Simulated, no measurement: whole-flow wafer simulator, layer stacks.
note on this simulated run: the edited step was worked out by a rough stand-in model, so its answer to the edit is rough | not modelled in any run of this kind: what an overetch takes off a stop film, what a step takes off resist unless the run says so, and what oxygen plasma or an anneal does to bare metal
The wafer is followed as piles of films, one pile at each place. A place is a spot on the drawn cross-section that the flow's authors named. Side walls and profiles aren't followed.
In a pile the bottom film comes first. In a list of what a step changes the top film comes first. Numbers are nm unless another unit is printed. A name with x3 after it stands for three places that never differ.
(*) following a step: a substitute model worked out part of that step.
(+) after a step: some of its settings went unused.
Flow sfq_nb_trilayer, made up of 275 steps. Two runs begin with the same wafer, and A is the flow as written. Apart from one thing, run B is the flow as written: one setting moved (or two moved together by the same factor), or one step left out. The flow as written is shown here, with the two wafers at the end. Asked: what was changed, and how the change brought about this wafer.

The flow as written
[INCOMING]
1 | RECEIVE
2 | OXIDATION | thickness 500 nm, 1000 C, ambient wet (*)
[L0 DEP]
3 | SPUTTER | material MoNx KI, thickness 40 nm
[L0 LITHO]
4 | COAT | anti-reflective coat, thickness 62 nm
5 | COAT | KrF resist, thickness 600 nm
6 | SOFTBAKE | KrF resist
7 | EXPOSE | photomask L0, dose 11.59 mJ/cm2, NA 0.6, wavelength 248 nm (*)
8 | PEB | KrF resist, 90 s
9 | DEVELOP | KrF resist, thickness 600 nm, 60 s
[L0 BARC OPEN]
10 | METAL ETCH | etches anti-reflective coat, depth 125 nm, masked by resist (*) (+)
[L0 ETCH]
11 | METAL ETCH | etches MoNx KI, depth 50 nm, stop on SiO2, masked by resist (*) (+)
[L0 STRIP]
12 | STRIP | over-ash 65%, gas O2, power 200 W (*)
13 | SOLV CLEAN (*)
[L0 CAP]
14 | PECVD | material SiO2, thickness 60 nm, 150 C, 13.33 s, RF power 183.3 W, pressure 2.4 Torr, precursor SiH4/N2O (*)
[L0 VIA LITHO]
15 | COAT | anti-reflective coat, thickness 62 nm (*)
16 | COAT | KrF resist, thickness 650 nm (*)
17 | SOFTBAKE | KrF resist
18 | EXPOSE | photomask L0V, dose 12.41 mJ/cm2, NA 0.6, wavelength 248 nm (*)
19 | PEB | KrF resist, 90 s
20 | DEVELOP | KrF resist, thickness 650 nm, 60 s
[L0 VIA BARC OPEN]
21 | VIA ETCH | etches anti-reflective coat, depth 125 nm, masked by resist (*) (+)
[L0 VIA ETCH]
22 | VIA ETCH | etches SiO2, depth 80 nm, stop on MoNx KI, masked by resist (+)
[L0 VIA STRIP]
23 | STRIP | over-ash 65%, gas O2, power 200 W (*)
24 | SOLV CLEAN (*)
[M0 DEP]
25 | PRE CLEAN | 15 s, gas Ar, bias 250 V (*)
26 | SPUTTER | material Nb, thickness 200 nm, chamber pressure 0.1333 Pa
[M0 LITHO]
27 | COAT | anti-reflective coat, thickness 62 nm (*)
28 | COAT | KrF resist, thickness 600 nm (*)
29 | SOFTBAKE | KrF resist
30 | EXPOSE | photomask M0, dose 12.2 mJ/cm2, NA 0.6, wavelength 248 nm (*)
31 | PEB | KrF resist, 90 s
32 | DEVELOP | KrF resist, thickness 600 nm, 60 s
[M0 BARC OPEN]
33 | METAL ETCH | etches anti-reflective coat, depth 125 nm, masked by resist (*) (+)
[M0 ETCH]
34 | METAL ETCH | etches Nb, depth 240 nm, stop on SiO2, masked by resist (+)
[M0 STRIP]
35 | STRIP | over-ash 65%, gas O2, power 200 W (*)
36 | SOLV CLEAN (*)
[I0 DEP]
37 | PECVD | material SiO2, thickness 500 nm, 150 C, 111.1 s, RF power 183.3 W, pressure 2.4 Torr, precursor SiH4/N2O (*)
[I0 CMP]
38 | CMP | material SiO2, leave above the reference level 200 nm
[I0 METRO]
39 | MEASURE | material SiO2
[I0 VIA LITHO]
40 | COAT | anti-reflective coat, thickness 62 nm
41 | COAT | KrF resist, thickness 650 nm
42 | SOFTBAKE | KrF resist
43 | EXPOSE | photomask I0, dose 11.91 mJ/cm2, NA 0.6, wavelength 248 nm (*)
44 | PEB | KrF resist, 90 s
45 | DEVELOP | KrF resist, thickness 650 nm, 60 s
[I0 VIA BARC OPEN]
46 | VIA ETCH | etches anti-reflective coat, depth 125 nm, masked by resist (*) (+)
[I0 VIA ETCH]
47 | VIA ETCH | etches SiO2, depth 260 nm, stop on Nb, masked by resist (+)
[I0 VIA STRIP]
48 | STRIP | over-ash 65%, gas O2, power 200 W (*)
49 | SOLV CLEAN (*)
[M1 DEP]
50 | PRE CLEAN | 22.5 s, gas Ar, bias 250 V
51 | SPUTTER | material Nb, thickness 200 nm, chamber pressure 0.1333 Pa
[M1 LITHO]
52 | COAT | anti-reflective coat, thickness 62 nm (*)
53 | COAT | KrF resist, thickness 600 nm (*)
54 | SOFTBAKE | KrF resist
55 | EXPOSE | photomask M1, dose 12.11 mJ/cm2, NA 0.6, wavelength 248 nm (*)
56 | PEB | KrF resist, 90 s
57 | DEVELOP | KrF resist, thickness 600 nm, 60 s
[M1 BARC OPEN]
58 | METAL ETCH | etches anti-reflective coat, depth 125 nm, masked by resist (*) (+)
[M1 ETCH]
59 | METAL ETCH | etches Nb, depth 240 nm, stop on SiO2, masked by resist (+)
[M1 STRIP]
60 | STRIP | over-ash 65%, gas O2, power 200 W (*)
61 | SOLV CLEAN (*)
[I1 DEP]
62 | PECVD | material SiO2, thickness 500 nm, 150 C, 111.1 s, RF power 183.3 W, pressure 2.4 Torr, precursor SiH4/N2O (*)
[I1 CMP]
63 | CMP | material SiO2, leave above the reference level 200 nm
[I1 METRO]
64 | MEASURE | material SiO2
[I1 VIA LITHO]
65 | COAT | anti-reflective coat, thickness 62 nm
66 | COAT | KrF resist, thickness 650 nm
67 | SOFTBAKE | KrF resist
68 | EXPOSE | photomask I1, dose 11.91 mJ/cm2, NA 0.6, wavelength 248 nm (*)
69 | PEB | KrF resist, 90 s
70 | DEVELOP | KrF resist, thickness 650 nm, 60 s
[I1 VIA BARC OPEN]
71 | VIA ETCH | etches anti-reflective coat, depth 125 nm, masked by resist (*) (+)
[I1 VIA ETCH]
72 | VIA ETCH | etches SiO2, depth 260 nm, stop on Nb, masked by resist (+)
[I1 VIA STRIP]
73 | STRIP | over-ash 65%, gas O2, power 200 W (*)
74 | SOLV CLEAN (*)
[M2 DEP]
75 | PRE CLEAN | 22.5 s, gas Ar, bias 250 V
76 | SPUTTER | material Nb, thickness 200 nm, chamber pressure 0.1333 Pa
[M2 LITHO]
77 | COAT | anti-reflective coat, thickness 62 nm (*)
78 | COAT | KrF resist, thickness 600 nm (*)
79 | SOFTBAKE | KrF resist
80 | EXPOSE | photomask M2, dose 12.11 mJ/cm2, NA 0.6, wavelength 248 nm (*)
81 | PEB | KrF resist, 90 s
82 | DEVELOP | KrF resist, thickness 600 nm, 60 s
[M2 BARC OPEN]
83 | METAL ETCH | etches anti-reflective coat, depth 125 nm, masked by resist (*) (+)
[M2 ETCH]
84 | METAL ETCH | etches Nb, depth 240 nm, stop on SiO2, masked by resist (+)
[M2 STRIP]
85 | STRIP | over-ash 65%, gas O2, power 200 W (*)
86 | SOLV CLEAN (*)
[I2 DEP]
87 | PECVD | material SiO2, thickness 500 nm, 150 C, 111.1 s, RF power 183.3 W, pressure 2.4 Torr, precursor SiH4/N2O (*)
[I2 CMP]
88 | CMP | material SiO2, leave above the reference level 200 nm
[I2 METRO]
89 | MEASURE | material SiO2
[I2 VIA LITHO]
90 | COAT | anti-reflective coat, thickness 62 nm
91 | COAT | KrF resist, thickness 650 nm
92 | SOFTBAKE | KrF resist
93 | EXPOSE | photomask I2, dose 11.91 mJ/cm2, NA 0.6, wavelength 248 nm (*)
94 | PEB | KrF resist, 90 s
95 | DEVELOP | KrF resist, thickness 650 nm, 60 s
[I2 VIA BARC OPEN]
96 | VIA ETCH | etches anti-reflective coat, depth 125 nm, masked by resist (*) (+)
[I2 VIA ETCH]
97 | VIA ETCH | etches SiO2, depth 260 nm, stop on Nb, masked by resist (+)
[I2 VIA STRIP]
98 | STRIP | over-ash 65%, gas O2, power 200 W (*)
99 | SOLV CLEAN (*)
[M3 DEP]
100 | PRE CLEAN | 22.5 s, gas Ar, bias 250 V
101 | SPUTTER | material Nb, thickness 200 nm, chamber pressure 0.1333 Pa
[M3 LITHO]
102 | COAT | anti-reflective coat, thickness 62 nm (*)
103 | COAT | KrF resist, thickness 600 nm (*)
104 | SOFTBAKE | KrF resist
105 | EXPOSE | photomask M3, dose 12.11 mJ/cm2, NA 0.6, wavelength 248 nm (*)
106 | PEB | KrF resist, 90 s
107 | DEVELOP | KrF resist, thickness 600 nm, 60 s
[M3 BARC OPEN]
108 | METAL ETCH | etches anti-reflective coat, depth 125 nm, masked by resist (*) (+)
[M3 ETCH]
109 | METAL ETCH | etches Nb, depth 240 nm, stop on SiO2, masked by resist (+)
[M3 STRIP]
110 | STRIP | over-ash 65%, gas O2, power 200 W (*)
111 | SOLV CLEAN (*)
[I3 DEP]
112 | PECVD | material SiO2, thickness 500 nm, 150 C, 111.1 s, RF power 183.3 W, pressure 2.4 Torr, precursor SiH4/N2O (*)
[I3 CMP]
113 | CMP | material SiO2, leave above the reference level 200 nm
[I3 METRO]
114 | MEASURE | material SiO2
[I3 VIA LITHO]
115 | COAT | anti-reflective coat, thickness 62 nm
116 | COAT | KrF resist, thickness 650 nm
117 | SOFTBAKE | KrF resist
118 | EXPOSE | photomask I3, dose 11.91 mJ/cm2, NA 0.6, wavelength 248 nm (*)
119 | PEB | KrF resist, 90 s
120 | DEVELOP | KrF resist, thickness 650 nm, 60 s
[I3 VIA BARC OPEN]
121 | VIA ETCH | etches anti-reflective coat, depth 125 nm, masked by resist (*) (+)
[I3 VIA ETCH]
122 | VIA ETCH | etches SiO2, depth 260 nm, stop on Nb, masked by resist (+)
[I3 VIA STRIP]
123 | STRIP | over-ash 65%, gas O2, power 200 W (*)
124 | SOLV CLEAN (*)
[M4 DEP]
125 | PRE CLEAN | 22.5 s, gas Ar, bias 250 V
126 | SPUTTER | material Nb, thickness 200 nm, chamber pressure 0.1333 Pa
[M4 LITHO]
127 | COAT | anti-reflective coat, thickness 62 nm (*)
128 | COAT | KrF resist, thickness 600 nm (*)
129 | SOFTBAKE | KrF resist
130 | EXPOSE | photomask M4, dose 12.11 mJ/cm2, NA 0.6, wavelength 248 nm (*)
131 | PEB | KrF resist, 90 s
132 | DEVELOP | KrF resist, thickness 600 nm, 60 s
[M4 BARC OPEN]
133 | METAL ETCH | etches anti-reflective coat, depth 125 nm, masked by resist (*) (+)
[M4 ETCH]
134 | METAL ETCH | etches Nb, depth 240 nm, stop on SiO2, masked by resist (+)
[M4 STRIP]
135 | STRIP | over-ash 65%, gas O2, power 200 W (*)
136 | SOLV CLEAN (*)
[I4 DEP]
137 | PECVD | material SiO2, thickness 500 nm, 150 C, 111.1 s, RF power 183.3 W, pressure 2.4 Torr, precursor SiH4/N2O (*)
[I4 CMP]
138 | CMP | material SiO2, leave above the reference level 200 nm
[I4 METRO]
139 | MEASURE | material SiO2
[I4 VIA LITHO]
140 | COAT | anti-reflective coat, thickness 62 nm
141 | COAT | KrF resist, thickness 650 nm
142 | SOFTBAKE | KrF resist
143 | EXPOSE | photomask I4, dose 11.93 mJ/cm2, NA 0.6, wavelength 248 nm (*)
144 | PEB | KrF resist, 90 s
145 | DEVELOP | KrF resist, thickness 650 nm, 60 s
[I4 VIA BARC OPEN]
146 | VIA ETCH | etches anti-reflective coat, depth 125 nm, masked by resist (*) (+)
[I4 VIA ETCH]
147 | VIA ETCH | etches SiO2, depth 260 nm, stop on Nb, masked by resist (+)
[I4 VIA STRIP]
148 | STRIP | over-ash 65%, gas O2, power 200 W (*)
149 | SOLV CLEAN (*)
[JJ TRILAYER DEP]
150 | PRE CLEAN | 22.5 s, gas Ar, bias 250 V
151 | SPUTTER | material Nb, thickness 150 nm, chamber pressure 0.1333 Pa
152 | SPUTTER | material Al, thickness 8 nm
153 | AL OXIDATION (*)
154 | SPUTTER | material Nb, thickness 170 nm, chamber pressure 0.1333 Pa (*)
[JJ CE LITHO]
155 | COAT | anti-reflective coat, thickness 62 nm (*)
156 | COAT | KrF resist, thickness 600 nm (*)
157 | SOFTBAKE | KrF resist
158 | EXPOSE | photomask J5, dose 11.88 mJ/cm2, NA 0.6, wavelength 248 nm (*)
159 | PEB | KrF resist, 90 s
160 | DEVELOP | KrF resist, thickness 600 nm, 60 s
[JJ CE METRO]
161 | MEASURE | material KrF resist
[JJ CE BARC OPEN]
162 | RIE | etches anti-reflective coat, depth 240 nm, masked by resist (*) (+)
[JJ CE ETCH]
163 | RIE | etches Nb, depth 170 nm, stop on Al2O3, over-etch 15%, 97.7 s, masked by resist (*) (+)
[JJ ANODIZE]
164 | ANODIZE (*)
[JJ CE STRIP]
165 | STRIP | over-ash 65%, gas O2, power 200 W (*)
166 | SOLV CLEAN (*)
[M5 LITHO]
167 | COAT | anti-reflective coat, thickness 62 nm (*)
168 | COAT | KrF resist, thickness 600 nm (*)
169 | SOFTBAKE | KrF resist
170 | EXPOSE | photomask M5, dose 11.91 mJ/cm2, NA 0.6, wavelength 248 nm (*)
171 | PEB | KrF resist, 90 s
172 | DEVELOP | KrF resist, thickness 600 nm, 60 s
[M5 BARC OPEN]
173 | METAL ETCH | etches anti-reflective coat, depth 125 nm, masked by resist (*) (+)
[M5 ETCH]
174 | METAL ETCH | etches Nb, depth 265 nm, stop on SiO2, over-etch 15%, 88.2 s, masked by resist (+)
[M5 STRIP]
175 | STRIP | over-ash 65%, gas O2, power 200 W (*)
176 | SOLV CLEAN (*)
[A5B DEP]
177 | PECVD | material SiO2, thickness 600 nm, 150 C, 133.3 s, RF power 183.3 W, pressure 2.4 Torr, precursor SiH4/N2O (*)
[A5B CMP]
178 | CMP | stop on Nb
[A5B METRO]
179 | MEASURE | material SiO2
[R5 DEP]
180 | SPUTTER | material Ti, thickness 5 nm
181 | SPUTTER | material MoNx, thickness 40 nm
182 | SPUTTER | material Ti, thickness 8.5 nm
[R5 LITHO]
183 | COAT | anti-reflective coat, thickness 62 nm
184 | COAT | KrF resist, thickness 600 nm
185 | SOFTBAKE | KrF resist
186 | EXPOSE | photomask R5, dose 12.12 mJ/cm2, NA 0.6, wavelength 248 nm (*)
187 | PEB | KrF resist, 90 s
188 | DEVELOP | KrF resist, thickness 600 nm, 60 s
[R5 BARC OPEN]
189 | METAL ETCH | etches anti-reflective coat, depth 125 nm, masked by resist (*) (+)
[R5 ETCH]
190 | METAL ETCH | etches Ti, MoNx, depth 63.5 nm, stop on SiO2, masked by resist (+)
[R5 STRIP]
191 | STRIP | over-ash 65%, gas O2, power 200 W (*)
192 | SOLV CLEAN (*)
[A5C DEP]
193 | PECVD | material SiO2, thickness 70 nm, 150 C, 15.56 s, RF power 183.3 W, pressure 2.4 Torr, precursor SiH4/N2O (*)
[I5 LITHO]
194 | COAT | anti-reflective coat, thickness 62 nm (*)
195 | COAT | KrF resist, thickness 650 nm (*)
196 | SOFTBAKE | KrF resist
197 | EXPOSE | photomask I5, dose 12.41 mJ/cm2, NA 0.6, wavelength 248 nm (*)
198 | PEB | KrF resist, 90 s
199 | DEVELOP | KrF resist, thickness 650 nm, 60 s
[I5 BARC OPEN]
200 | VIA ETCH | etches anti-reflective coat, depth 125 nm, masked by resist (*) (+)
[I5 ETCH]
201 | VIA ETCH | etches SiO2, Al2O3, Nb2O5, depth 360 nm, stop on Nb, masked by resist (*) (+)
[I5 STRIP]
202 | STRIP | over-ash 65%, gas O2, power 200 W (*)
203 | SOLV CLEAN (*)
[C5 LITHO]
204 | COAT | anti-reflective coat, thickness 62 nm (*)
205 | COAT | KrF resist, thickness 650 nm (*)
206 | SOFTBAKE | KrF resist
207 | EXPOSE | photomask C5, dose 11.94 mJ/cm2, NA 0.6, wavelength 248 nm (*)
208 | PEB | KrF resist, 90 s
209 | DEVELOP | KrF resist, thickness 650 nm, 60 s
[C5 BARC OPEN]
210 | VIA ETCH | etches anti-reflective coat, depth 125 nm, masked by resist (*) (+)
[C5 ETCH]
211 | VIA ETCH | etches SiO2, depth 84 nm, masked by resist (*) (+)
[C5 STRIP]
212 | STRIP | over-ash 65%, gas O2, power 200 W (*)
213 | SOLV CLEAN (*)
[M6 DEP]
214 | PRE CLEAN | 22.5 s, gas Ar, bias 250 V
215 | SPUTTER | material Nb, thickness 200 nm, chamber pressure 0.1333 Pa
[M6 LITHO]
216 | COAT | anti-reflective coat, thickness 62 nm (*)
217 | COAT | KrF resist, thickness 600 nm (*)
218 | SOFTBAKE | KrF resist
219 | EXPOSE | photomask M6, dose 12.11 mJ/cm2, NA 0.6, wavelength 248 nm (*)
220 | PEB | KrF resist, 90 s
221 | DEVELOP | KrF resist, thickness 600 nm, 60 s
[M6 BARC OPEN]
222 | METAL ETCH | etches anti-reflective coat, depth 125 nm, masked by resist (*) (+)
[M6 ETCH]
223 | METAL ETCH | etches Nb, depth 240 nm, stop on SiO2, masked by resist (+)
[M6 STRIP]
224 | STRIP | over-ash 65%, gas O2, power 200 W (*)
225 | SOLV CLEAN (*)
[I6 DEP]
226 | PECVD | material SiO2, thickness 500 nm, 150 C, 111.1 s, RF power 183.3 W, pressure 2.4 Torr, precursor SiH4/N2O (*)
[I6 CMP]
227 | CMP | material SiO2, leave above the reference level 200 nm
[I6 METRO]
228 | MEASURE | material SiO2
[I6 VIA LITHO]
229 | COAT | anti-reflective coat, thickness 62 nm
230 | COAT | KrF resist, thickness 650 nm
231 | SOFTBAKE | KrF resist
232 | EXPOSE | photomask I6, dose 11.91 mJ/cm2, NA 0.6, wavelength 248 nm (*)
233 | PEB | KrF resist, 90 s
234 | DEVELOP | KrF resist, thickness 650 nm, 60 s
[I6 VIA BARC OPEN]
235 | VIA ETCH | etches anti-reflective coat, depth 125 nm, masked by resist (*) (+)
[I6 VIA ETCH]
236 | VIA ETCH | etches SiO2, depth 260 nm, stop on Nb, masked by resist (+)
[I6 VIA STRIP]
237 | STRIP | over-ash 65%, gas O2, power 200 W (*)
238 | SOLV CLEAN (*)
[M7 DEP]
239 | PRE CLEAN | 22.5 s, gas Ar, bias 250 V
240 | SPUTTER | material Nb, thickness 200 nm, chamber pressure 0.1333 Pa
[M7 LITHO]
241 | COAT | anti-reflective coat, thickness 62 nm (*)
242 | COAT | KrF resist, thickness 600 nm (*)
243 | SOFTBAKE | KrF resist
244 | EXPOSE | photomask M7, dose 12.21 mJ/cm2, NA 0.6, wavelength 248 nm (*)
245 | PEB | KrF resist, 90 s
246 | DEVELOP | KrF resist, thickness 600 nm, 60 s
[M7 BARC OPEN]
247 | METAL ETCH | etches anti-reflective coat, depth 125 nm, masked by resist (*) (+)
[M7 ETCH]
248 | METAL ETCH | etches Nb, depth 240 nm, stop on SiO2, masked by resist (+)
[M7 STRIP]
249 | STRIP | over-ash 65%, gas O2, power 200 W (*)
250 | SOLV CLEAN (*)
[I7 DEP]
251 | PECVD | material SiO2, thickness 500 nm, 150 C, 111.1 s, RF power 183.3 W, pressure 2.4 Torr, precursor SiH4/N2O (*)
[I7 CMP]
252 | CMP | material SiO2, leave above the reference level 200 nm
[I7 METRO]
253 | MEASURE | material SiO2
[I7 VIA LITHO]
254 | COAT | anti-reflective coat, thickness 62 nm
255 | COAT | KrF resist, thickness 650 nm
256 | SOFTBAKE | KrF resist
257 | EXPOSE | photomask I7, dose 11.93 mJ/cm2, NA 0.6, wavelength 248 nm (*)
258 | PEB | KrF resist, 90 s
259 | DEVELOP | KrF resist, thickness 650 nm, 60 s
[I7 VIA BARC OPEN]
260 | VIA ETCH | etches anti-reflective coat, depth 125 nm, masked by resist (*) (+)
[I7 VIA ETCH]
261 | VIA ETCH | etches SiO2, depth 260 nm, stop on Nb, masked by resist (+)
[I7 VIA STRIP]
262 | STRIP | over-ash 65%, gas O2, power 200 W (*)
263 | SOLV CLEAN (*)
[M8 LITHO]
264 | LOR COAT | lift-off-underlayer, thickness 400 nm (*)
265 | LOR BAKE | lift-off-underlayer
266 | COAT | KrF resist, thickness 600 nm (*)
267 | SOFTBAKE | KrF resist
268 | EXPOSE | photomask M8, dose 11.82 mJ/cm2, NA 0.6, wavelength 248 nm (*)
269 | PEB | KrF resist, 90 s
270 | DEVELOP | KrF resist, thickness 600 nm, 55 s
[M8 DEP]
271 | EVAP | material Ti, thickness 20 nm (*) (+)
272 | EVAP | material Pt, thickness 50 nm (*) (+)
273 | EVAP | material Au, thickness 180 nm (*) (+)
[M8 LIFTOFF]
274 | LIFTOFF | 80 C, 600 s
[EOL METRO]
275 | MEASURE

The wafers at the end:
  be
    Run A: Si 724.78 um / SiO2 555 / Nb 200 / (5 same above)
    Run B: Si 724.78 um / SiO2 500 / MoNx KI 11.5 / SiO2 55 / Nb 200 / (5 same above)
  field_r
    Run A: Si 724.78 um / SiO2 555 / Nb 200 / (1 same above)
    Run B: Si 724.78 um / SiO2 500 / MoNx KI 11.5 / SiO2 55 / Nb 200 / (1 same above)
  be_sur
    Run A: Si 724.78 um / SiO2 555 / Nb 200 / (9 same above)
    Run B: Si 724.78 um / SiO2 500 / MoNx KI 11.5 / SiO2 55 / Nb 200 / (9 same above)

What caused this: step 11, METAL ETCH: depth 28.5 nm was run, while the flow as written has depth 50 nm.

Step by step, how the change led to this:
  11 | METAL ETCH | etches MoNx KI, depth 50 nm, stop on SiO2, masked by resist (*) (+)
      v_sur, via_wl, via_w and 97 more: A MoNx KI loses 40 (all of it) | B MoNx KI loses 28.5
      field_l, l0_sur, l0v, l0r_line_l, l0r_line_c, l0r_line_r: A KrF resist loses 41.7 | B KrF resist loses 23.8
  12 | STRIP | over-ash 65%, gas O2, power 200 W (*)
      field_l, l0_sur, l0v, l0r_line_l, l0r_line_c, l0r_line_r: A KrF resist loses 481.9 (all of it), anti-reflective coat loses 62 (all of it) | B KrF resist loses 499.8 (all of it), anti-reflective coat loses 62 (all of it)
  14 | PECVD | material SiO2, thickness 60 nm, 150 C, 13.33 s, RF power 183.3 W, pressure 2.4 Torr, precursor SiH4/N2O (*)
      v_sur, via_wl, via_w and 97 more: A SiO2 gains 60 | B SiO2 gains 60 (new film)
  15 | COAT | anti-reflective coat, thickness 62 nm (*)
      field_l: A anti-reflective coat gains 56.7 (new film) | B anti-reflective coat gains 58.1 (new film)
      v_sur: A anti-reflective coat gains 72.2 (new film) | B anti-reflective coat gains 69.3 (new film)
      (and at 3 other places as well)
  23 | STRIP | over-ash 65%, gas O2, power 200 W (*)
      field_l: A KrF resist loses 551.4 (all of it), anti-reflective coat loses 56.7 (all of it) | B KrF resist loses 553.9 (all of it), anti-reflective coat loses 58.1 (all of it)
      v_sur: A KrF resist loses 570.5 (all of it), anti-reflective coat loses 72.2 (all of it) | B KrF resist loses 567.2 (all of it), anti-reflective coat loses 69.3 (all of it)
      (and at 3 other places as well)
  27 | COAT | anti-reflective coat, thickness 62 nm (*)
      field_l: A anti-reflective coat gains 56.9 (new film) | B anti-reflective coat gains 58.2 (new film)
      v_sur: A anti-reflective coat gains 72.3 (new film) | B anti-reflective coat gains 69.5 (new film)
      (and at 3 other places as well)
  35 | STRIP | over-ash 65%, gas O2, power 200 W (*)
      field_l: A KrF resist loses 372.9 (all of it), anti-reflective coat loses 56.9 (all of it) | B KrF resist loses 375.6 (all of it), anti-reflective coat loses 58.2 (all of it)
      v_sur: A KrF resist loses 391.6 (all of it), anti-reflective coat loses 72.3 (all of it) | B KrF resist loses 388.8 (all of it), anti-reflective coat loses 69.5 (all of it)
      (and at 3 other places as well)
  38 | CMP | material SiO2, leave above the reference level 200 nm
      field_l, l0_sur, l0r_line_l, l0r_line_c, l0r_line_r: A SiO2 loses 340 | B SiO2 loses 328.5
      l0v: A SiO2 loses 277.8 | B SiO2 loses 266.3
If metal films that touch count as one body, be has 4 bodies (between them, from the top down: SiO2 503.2; SiO2 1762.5; SiO2 55); the flow as written gives 3 bodies (between them, from the top down: SiO2 503.2; SiO2 1762.5).
If metal films that touch count as one body, field_r has 2 bodies (between them, from the top down: SiO2 55); the flow as written gives 1 body.
If metal films that touch count as one body, be_sur has 5 bodies (between them, from the top down: SiO2 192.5; SiO2 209 / Al2O3 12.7 / Nb2O5 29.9; SiO2 1762.5; SiO2 55); the flow as written gives 4 bodies (between them, from the top down: SiO2 192.5; SiO2 209 / Al2O3 12.7 / Nb2O5 29.9; SiO2 1762.5).
